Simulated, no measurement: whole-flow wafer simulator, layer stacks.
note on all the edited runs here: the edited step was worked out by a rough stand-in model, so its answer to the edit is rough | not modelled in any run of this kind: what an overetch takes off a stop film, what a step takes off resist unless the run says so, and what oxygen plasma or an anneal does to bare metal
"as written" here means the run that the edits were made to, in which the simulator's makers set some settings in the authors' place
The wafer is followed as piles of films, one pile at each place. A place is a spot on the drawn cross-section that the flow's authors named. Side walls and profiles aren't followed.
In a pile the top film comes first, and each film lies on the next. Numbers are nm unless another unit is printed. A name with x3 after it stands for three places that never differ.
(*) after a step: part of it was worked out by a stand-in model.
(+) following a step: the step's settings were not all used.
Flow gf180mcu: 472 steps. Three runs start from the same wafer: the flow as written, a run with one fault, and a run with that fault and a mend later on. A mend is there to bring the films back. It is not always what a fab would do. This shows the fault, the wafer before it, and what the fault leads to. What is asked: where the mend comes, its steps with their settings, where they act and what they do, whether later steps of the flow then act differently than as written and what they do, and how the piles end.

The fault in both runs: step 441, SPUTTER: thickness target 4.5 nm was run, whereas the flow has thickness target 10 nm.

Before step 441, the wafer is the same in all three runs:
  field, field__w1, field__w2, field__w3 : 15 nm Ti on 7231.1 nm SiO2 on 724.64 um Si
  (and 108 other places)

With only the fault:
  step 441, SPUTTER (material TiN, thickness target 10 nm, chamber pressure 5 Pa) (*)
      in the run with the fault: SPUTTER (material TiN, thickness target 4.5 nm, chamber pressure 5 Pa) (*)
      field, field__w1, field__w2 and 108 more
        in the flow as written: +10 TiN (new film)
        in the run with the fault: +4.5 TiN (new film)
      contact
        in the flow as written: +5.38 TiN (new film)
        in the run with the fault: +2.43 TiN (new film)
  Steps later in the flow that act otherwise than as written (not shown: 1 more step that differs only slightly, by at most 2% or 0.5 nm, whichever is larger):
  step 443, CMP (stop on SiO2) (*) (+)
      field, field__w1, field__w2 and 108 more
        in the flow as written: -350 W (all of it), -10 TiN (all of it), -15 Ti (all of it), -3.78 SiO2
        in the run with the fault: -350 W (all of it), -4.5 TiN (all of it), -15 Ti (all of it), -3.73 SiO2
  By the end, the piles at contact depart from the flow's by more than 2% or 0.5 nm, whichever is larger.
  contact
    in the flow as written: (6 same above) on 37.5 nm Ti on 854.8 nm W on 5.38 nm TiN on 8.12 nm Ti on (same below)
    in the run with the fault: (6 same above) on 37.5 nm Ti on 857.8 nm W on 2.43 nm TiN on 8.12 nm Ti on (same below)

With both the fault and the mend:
  The mend follows step 441.
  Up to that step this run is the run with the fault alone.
  step 441a, SPUTTER (material TiN, thickness target 5.5 nm, chamber pressure 5 Pa) (*) (the flow's step 441 again, with other settings)
      field, field__w1, field__w2 and 108 more
        +5.5 TiN
      contact
        +2.96 TiN
  Every later step of the flow that is run acts as written at every place that is followed.
  The piles end the same as the flow's at every place that both follow.
